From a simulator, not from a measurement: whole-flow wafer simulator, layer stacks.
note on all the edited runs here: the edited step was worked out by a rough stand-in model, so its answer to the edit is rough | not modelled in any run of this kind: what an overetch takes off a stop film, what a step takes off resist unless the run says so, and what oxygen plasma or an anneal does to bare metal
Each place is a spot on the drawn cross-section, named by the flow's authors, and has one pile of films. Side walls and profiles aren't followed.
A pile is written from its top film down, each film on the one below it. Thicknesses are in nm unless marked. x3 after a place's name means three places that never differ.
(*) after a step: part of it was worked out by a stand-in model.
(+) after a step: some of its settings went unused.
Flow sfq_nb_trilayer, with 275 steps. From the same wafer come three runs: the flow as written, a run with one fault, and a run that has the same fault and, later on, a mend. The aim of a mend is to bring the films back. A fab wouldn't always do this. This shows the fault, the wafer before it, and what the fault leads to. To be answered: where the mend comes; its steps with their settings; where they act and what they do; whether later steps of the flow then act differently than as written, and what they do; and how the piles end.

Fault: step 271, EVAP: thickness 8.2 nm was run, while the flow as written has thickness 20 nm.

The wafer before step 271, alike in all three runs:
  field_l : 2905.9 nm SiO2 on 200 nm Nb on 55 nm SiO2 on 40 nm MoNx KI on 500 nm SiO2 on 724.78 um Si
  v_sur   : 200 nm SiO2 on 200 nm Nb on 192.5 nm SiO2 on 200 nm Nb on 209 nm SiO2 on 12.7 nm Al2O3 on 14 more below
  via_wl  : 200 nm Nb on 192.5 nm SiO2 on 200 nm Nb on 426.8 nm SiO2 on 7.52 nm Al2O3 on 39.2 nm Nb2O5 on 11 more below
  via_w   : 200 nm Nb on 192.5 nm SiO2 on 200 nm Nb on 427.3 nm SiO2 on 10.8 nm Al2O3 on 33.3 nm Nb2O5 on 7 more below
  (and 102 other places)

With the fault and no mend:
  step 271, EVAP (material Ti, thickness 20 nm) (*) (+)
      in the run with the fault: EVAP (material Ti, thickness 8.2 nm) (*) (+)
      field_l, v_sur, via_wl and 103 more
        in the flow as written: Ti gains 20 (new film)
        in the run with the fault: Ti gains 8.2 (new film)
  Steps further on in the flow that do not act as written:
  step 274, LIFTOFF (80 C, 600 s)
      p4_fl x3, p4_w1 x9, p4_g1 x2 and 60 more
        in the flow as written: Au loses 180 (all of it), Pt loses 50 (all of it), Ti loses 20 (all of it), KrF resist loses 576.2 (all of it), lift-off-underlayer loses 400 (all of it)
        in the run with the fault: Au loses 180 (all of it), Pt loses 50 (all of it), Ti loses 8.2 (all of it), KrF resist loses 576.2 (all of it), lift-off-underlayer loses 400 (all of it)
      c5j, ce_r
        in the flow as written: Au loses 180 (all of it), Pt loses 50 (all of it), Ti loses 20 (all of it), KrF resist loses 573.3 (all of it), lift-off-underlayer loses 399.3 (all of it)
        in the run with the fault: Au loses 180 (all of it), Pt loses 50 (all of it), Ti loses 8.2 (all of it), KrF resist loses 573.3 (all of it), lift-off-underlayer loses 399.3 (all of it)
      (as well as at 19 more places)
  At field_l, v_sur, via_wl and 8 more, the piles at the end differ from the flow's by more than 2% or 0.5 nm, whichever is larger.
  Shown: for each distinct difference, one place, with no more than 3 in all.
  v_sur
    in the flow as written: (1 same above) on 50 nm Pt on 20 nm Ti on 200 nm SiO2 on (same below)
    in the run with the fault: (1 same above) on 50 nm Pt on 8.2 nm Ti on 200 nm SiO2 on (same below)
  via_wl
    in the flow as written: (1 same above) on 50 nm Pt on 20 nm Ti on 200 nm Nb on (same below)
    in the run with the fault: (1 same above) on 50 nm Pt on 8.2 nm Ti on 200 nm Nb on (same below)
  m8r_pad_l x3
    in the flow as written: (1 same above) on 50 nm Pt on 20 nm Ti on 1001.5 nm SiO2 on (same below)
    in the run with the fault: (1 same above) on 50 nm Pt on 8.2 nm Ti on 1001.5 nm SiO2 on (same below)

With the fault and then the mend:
  The mend stands after step 271.
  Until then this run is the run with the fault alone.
  step 271a, EVAP (material Ti, thickness 11.8 nm) (*) (+) (a further turn of the flow's step 271, with different settings)
      field_l, v_sur, via_wl and 103 more
        Ti gains 11.8
  Every later step of the flow that is run acts as written at every place that is followed.
  The piles end the same as the flow's at every place that both follow.
